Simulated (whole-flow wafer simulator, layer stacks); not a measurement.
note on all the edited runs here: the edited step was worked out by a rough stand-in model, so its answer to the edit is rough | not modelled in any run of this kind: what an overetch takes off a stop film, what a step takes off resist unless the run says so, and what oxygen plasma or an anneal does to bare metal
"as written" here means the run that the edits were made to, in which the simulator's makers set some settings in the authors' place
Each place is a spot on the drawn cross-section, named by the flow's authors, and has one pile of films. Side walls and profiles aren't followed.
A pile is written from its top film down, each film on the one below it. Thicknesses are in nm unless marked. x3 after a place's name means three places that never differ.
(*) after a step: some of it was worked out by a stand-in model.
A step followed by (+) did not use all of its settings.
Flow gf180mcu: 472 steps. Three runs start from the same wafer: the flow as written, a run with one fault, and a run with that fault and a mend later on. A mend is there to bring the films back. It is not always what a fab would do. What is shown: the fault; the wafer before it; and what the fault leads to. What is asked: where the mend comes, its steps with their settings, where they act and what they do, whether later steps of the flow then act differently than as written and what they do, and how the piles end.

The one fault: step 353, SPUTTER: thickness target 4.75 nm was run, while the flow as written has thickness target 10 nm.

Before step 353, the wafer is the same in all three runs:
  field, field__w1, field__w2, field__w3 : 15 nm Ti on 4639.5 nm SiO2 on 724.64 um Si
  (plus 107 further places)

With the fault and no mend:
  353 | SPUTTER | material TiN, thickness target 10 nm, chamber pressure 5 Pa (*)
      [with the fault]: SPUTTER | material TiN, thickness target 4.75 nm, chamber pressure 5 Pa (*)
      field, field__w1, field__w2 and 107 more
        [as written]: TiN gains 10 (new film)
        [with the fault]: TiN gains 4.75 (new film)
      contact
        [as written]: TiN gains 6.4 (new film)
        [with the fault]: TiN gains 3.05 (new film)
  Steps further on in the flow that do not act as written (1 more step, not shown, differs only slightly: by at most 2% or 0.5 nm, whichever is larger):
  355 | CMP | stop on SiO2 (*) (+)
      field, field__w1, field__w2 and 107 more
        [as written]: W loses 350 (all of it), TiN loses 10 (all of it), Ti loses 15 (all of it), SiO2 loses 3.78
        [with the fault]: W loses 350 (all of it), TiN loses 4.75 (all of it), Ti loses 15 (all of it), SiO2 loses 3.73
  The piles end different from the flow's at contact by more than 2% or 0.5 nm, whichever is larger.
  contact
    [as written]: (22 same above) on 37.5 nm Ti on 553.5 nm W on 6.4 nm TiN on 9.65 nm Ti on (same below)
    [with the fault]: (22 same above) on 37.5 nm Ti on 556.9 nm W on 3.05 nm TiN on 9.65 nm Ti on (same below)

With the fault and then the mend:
  The mend follows step 353.
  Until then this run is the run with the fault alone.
  353a | SPUTTER | material TiN, thickness target 5.25 nm, chamber pressure 5 Pa (*) (a further turn of the flow's step 353, with different settings)
      field, field__w1, field__w2 and 107 more
        TiN gains 5.25
      contact
        TiN gains 3.36
  Later steps of the flow that are run all act as written at every place that is followed.
  At every place that both follow, the piles at the end match the flow's.
